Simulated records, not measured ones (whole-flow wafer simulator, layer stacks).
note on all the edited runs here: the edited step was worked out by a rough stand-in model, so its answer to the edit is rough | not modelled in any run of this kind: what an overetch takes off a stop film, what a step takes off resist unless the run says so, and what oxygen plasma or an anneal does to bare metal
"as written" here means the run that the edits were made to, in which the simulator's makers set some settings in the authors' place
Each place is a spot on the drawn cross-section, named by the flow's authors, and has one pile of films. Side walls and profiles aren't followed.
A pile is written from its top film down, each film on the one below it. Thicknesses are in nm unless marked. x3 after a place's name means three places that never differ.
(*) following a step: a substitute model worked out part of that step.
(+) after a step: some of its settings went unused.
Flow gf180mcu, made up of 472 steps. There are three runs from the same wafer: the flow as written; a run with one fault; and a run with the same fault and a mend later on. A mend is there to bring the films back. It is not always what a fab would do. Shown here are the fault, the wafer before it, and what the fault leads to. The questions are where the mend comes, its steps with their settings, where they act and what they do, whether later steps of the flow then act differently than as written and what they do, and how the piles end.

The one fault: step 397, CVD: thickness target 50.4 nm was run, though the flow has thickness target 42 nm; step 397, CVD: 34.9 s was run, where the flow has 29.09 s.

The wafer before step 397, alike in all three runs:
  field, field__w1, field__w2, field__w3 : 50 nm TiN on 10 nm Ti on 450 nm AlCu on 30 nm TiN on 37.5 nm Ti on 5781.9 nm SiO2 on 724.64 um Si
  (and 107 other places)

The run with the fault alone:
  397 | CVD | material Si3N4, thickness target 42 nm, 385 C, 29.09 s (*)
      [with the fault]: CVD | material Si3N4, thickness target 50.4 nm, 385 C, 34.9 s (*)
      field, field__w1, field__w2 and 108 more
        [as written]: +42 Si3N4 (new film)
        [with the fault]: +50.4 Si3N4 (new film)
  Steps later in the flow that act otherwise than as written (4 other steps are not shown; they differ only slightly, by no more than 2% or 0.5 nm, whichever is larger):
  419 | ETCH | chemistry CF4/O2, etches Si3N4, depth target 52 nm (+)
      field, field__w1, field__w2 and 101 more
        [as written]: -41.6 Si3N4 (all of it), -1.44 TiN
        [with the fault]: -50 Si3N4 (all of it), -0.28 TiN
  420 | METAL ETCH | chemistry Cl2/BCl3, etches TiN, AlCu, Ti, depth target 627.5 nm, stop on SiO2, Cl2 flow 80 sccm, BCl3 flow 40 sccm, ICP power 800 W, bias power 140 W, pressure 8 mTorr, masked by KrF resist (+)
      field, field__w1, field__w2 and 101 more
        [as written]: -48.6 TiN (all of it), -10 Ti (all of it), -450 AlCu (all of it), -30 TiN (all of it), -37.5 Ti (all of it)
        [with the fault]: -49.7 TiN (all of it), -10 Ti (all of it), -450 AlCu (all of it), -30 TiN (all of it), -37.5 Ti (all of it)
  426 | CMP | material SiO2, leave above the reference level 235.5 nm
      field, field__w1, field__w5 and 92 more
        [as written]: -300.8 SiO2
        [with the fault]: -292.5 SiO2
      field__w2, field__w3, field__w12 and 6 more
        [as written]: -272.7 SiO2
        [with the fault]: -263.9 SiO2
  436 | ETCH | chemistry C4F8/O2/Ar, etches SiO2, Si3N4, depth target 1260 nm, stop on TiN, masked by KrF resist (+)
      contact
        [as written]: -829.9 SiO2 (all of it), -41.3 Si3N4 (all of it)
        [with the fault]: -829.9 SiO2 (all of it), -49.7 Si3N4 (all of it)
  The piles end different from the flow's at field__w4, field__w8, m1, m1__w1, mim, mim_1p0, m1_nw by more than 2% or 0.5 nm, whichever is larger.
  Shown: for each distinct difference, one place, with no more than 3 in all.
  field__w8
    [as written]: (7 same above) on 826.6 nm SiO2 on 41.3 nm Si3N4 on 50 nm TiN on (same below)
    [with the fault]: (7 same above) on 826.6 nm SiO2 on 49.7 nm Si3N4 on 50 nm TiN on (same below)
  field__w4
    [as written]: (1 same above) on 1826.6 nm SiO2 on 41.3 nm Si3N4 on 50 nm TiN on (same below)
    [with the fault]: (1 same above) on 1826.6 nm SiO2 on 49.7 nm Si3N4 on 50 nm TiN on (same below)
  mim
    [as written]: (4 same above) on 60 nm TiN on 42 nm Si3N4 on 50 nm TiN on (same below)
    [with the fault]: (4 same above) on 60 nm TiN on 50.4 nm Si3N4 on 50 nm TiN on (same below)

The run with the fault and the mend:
  The mend follows step 397.
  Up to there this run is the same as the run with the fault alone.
  397a | WET ETCH | chemistry H3PO4, depth target 8.4 nm, 160 C (the flow's step 14, run once more with other settings)
      field, field__w1, field__w2 and 108 more
        -8.4 Si3N4
  Later steps of the flow that are run all act as written at every place that is followed, up to a difference of at most 2% or 0.5 nm, whichever is larger.
  The piles end only slightly different from the flow's at the places that both follow, by no more than 2% or 0.5 nm, whichever is larger.
